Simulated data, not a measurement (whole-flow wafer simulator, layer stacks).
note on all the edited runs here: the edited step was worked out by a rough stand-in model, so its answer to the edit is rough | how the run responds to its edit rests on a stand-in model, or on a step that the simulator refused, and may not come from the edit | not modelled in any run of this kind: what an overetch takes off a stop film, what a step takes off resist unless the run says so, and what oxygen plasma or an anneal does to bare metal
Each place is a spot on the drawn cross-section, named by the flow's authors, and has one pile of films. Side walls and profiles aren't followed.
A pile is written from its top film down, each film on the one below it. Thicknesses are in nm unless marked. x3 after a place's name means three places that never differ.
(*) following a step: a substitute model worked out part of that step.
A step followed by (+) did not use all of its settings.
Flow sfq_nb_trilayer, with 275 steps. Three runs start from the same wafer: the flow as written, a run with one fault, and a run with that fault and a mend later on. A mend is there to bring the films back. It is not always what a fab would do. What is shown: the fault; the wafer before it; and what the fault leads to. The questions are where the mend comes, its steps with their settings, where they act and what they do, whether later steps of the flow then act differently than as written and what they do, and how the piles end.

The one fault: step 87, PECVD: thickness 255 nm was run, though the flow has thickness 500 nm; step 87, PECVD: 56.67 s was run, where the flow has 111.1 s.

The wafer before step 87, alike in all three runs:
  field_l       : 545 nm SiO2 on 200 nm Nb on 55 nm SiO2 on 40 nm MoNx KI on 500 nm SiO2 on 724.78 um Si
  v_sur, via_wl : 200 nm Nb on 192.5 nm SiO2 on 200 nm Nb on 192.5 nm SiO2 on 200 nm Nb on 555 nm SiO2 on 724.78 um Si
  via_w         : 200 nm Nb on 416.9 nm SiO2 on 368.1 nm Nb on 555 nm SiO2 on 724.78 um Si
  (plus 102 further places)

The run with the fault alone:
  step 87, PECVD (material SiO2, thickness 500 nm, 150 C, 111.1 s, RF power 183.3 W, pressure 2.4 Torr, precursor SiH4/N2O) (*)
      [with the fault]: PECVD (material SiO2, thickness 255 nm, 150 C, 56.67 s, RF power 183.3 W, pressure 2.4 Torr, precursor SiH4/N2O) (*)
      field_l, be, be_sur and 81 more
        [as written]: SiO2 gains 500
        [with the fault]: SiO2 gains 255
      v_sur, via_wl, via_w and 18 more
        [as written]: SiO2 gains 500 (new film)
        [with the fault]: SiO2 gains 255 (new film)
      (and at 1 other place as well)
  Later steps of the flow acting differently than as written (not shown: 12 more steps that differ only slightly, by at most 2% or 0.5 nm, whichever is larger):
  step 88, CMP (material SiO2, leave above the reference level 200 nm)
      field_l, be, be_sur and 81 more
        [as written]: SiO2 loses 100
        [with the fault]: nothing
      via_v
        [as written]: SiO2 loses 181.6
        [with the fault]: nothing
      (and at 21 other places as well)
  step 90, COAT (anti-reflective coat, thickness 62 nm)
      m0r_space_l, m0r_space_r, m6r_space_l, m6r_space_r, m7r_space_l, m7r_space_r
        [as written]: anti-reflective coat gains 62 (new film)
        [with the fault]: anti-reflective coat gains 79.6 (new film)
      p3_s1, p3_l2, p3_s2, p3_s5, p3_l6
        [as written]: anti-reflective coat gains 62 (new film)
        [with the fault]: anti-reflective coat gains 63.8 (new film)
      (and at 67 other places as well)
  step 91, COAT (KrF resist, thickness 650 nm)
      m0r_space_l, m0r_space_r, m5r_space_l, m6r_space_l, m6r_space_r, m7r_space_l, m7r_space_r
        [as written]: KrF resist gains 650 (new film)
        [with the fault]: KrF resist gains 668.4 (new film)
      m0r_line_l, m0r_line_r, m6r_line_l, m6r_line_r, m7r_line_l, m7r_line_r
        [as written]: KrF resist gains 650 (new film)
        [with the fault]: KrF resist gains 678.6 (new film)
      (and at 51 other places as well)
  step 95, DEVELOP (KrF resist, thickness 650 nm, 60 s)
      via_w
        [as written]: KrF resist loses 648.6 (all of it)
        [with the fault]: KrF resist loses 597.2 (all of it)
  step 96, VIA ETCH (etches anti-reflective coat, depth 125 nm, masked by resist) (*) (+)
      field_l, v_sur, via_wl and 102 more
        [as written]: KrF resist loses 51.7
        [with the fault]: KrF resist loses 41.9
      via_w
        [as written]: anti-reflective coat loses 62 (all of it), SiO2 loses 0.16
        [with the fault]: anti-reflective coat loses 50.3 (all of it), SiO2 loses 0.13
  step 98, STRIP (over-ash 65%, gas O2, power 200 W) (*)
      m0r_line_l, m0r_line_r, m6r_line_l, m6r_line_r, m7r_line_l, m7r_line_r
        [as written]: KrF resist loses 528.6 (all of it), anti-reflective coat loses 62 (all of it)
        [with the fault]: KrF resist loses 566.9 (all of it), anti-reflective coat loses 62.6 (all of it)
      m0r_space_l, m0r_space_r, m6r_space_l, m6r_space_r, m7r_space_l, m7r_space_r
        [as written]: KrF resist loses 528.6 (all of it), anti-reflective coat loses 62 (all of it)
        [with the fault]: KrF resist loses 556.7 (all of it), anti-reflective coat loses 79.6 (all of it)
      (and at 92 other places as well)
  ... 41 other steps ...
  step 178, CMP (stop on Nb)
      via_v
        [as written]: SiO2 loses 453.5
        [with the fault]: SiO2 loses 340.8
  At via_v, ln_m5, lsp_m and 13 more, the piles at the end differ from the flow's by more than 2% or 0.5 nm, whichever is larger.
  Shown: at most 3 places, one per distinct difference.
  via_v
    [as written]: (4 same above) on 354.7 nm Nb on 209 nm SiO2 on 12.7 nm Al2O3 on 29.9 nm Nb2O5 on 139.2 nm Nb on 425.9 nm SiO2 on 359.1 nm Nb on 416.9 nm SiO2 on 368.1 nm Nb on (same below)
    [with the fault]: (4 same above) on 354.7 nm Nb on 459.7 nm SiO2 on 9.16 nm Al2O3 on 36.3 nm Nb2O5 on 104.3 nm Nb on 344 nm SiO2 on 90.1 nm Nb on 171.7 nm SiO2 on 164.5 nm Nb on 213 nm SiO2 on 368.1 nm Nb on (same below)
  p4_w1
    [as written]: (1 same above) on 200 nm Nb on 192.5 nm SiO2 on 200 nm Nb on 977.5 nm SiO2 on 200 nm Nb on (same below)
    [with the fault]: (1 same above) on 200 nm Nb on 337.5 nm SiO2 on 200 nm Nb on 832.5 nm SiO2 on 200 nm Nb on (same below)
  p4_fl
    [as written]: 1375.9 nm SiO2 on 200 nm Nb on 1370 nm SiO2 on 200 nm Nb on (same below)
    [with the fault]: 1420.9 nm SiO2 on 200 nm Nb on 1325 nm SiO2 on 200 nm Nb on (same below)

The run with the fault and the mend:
  The mend stands after step 87.
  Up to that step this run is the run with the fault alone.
  step 87a, PECVD (material SiO2, thickness 245 nm, 150 C, 54.44 s, RF power 183.3 W, pressure 2.4 Torr, precursor SiH4/N2O) (*) (the flow's step 87 again, with other settings)
      field_l, v_sur, via_wl and 102 more
        SiO2 gains 245
      via_v
        SiO2 gains 257.5
  Later steps of the flow acting differently than as written (not shown: 2 more steps that differ only slightly, by at most 2% or 0.5 nm, whichever is larger):
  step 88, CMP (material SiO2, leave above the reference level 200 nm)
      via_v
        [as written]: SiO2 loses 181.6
        [with the mend]: SiO2 loses 53.7
  The piles end the same as the flow's at every place that both follow.
